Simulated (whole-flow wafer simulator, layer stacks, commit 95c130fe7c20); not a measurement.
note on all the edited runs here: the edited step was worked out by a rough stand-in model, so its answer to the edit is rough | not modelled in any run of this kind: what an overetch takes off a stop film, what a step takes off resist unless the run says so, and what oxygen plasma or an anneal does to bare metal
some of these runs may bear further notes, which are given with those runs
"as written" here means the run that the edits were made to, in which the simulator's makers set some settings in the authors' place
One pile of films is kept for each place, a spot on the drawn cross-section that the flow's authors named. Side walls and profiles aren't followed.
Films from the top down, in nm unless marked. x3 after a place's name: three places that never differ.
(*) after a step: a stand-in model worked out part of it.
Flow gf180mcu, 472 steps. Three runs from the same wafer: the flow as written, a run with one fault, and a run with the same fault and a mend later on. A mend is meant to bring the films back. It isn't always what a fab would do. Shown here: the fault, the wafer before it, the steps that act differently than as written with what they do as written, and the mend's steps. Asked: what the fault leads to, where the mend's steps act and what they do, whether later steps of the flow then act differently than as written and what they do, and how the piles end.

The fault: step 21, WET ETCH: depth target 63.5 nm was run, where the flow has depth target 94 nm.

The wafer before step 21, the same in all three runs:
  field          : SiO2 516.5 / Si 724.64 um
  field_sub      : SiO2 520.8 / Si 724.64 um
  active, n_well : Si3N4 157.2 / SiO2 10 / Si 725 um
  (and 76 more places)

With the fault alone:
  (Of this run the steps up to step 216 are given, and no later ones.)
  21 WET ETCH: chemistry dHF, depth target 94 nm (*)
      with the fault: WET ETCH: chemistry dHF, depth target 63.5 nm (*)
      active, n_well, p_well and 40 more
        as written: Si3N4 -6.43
        with the fault: Si3N4 -4.37
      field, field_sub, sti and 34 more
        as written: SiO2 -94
        with the fault: SiO2 -63.5
  Later steps of the flow that act differently than as written (32 more steps differ only slightly, by at most 2% or 0.5 nm, whichever is larger, and aren't shown):
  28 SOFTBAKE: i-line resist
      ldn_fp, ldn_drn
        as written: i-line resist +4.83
        with the fault: i-line resist +8.47
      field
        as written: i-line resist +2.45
        with the fault: i-line resist +4.66
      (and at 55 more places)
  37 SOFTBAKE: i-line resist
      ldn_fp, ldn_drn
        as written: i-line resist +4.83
        with the fault: i-line resist +8.47
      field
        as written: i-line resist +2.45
        with the fault: i-line resist +4.66
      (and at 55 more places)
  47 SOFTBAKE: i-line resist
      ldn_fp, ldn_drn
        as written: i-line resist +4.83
        with the fault: i-line resist +8.47
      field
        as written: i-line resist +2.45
        with the fault: i-line resist +4.66
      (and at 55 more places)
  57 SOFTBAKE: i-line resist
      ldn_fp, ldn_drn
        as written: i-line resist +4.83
        with the fault: i-line resist +8.47
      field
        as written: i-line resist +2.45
        with the fault: i-line resist +4.66
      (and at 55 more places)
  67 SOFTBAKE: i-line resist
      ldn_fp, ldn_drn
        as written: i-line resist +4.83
        with the fault: i-line resist +8.47
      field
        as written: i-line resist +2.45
        with the fault: i-line resist +4.66
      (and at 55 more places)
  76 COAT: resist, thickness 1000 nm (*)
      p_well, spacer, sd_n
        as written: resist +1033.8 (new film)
        with the fault: resist +1063.5 (new film)
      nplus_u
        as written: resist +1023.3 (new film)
        with the fault: resist +1044.7 (new film)
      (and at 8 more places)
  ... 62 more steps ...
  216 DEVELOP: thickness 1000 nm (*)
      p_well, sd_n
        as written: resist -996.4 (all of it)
        with the fault: resist -1024.6 (all of it)
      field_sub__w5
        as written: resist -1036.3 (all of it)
        with the fault: resist -1015.4 (all of it)
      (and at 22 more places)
  After step 216 the piles differ from the flow's by more than 2% or 0.5 nm, whichever is larger, at field, field__w1, field__w2 and 70 more.
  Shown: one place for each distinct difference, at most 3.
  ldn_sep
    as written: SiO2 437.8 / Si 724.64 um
    with the fault: SiO2 468.1 / Si 724.64 um
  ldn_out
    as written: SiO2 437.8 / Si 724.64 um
    with the fault: SiO2 468.2 / Si 724.64 um
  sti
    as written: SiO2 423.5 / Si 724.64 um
    with the fault: SiO2 453.9 / Si 724.64 um

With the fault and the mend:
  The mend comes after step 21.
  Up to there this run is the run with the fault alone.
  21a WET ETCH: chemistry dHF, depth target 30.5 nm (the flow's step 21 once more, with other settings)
      field, field_sub, sti and 34 more
        SiO2 -30.5
  No later step of the flow acts differently than as written, at any place that is followed, by more than 2% or 0.5 nm, whichever is larger.
  At the end the piles are the same as the flow's at every place that both follow.
